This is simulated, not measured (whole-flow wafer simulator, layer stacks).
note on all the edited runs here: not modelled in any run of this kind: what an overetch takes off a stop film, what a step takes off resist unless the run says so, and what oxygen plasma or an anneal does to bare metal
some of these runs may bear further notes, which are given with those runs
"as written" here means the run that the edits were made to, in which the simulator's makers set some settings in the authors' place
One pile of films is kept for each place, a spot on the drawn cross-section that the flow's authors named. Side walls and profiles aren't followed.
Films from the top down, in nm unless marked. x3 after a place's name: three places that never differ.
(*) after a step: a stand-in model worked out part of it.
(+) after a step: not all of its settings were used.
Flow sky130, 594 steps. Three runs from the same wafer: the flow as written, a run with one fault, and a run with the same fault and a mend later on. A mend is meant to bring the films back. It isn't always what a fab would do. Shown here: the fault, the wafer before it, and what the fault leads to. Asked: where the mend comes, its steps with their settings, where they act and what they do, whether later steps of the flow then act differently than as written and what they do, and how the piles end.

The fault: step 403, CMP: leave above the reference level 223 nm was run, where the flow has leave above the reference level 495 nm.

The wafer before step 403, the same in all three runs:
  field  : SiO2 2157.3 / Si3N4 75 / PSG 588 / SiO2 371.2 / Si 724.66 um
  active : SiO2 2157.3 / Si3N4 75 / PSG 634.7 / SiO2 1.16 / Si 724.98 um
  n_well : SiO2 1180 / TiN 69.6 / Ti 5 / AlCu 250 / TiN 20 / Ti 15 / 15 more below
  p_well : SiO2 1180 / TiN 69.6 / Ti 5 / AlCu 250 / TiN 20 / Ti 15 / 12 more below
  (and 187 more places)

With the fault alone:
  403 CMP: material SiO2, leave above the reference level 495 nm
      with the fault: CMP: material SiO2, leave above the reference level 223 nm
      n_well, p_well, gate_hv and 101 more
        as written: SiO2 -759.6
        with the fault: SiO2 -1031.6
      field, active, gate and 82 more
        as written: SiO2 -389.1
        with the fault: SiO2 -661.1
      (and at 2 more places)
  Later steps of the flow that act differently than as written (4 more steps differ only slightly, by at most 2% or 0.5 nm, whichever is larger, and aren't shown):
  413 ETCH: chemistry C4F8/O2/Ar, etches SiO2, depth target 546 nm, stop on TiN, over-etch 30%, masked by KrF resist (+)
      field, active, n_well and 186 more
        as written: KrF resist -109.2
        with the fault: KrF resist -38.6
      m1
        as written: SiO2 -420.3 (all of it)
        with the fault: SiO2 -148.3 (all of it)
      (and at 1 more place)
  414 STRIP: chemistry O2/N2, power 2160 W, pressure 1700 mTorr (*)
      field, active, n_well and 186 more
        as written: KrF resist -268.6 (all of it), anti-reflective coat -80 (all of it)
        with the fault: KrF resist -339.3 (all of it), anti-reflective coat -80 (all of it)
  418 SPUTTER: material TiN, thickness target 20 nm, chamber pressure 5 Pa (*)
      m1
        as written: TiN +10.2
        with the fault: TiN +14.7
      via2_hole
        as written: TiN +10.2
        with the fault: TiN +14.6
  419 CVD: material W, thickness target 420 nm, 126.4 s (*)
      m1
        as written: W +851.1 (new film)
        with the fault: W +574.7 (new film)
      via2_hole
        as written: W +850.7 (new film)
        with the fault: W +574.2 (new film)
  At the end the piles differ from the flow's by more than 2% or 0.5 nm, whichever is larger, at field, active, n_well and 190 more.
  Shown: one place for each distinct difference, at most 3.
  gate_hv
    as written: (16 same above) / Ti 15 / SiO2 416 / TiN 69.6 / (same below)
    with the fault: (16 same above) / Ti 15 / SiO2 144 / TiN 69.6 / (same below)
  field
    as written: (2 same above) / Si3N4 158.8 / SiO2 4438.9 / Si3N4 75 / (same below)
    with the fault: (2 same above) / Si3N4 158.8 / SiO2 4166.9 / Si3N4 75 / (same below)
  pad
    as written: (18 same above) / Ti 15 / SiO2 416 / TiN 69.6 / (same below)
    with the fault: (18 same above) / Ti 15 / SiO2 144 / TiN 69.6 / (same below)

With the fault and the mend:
  The mend comes after step 403.
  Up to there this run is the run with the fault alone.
  403a HDPCVD: thickness target 272 nm (*) (the flow's step 402 once more, with other settings)
      field, active, n_well and 188 more
        SiO2 +272
  No later step of the flow acts differently than as written, at any place that is followed, by more than 2% or 0.5 nm, whichever is larger.
  At the end the piles are the same as the flow's at every place that both follow.
